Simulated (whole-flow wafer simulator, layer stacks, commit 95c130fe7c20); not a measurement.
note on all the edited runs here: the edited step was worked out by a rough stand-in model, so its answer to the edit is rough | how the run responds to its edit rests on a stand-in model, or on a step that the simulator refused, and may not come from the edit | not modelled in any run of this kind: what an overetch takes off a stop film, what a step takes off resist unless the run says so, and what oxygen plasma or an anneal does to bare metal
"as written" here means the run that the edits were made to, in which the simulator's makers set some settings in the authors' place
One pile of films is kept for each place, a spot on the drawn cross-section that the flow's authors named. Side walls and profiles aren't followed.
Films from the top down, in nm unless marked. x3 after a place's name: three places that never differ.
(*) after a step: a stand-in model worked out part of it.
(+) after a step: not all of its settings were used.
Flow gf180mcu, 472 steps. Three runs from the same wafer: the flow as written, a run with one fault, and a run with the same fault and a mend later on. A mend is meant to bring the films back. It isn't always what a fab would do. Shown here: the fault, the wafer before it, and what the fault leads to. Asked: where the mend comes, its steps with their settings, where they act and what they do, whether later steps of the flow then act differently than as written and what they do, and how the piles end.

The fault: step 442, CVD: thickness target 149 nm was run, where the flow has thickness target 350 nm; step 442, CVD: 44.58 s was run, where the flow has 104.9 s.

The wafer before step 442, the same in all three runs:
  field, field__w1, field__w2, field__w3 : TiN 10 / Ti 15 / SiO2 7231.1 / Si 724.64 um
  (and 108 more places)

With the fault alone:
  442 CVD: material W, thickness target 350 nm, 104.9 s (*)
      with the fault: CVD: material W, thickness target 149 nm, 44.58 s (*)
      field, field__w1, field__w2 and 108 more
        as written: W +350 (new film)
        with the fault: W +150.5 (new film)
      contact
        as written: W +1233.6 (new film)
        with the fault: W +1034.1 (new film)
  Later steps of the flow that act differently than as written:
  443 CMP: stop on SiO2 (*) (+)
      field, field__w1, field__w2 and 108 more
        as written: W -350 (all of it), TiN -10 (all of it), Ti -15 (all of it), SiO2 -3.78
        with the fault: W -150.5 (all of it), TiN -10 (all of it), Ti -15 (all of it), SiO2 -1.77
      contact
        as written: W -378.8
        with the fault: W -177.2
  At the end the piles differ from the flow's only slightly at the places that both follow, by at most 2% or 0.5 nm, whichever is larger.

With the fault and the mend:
  The mend comes after step 442.
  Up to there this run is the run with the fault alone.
  442a CVD: material W, thickness target 201 nm, 60.24 s (the flow's step 442 once more, with other settings)
      field, field__w1, field__w2 and 109 more
        W +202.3
  No later step of the flow acts differently than as written, at any place that is followed, by more than 2% or 0.5 nm, whichever is larger.
  At the end the piles differ from the flow's only slightly at the places that both follow, by at most 2% or 0.5 nm, whichever is larger.
